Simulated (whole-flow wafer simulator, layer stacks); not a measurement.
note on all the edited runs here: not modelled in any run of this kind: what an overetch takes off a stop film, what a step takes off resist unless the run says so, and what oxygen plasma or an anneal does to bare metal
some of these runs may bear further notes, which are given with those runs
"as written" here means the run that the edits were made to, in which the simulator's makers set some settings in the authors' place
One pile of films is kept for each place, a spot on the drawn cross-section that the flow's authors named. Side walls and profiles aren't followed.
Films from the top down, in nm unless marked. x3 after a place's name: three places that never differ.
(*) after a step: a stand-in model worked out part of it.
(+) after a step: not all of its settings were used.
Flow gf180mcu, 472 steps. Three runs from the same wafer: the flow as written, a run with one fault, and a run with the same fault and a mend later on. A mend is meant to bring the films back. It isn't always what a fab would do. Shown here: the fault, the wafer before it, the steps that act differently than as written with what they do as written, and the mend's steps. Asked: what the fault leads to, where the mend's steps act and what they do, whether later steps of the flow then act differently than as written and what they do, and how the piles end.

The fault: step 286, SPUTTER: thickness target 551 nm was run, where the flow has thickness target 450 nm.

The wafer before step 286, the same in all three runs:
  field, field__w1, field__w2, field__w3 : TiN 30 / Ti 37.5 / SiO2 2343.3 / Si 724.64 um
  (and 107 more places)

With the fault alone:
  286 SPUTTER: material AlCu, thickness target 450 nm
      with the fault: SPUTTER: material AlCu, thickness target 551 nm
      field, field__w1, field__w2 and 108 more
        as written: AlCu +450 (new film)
        with the fault: AlCu +551 (new film)
  Later steps of the flow that act differently than as written (1 more step differs only slightly, by at most 2% or 0.5 nm, whichever is larger, and isn't shown):
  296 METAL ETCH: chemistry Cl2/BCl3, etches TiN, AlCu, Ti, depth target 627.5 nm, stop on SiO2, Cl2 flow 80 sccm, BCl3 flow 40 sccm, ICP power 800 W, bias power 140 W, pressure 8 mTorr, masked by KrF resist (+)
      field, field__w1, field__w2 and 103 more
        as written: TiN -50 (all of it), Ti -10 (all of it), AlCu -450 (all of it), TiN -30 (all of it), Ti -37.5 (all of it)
        with the fault: TiN -50 (all of it), Ti -10 (all of it), AlCu -551 (all of it), TiN -16.5
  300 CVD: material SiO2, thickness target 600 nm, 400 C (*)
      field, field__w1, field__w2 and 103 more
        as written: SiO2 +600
        with the fault: SiO2 +600 (new film)
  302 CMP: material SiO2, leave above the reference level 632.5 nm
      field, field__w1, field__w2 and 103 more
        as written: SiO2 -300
        with the fault: SiO2 -249.6
  At the end the piles differ from the flow's by more than 2% or 0.5 nm, whichever is larger, at field, field__w1, field__w2 and 109 more.
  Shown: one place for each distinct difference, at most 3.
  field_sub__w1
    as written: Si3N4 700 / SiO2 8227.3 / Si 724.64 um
    with the fault: Si3N4 700 / SiO2 5934.4 / TiN 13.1 / Ti 37.5 / SiO2 2343.2 / Si 724.64 um
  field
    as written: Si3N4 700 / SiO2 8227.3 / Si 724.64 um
    with the fault: Si3N4 700 / SiO2 5934.4 / TiN 13.1 / Ti 37.5 / SiO2 2343.3 / Si 724.64 um
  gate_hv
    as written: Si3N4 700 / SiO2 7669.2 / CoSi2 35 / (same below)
    with the fault: Si3N4 700 / SiO2 5934.4 / TiN 13.1 / Ti 37.5 / SiO2 1785.1 / CoSi2 35 / (same below)

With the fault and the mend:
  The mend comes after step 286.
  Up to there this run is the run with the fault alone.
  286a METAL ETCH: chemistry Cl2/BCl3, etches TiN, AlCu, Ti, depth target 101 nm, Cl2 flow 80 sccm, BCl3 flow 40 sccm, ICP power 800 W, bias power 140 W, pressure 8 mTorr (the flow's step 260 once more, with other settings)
      field, field__w1, field__w2 and 108 more
        AlCu -101
  No later step of the flow acts differently than as written at any place that is followed.
  At the end the piles are the same as the flow's at every place that both follow.
